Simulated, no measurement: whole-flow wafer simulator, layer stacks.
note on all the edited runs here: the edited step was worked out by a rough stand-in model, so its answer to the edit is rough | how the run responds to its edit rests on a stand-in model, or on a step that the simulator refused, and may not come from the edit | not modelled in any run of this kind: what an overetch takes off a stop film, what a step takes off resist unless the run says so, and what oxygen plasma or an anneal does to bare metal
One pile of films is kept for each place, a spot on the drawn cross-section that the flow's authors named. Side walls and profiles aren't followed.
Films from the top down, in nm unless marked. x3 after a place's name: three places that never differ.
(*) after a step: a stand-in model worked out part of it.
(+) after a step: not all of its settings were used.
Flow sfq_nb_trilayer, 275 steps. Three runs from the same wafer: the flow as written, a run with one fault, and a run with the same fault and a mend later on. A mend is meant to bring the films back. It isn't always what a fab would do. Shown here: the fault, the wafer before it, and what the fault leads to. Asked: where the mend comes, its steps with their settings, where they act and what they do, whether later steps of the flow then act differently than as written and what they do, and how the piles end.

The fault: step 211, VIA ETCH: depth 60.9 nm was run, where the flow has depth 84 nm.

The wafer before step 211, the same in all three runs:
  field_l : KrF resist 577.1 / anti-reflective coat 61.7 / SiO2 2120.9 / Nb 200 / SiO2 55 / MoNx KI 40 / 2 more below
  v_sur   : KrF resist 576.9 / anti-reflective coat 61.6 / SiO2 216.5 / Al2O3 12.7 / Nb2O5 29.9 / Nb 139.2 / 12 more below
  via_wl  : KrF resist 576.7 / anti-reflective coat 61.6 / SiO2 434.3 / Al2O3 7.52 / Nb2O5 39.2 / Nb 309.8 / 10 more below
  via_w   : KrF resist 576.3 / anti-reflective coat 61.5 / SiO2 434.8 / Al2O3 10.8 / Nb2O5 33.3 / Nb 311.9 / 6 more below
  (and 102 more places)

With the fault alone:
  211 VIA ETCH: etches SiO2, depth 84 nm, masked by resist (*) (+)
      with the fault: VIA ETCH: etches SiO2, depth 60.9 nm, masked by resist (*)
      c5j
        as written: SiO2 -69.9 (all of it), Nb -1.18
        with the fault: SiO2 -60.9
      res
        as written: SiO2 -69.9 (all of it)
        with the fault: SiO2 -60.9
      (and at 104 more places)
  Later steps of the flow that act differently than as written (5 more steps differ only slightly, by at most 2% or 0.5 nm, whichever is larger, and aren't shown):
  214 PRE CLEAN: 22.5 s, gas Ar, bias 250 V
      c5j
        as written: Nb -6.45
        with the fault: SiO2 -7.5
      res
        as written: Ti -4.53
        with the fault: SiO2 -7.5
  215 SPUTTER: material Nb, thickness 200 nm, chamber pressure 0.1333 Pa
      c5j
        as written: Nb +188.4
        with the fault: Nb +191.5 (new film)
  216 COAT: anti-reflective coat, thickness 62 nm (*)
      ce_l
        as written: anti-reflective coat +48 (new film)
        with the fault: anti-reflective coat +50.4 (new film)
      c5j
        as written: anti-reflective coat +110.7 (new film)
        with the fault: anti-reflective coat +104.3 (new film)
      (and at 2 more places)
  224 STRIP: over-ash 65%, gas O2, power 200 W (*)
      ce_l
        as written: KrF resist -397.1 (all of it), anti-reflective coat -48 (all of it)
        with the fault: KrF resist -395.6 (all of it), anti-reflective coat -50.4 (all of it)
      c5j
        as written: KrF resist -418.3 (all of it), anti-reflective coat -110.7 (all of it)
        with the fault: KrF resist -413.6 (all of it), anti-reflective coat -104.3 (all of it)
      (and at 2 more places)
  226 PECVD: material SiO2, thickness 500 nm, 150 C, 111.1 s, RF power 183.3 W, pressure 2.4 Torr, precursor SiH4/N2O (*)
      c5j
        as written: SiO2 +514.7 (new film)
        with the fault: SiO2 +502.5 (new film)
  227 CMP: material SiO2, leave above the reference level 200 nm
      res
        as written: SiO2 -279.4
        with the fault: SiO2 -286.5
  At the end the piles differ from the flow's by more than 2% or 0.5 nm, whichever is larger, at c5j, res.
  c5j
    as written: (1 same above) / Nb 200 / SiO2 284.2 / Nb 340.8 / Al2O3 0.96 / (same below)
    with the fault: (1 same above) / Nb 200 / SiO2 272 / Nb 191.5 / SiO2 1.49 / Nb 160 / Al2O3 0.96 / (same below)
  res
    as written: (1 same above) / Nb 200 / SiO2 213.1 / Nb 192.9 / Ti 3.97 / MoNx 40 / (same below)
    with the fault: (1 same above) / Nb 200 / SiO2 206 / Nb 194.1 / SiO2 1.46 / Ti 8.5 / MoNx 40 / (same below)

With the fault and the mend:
  The mend comes after step 211.
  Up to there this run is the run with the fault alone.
  211a VIA ETCH: etches SiO2, depth 23.1 nm, masked by resist (*) (+) (the flow's step 211 once more, with other settings)
      field_l, v_sur, via_wl and 101 more
        KrF resist -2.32
      c5j
        SiO2 -8.99 (all of it), Nb -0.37
      res
        SiO2 -8.96 (all of it)
  No later step of the flow acts differently than as written, at any place that is followed, by more than 2% or 0.5 nm, whichever is larger.
  At the end the piles differ from the flow's only slightly at the places that both follow, by at most 2% or 0.5 nm, whichever is larger.
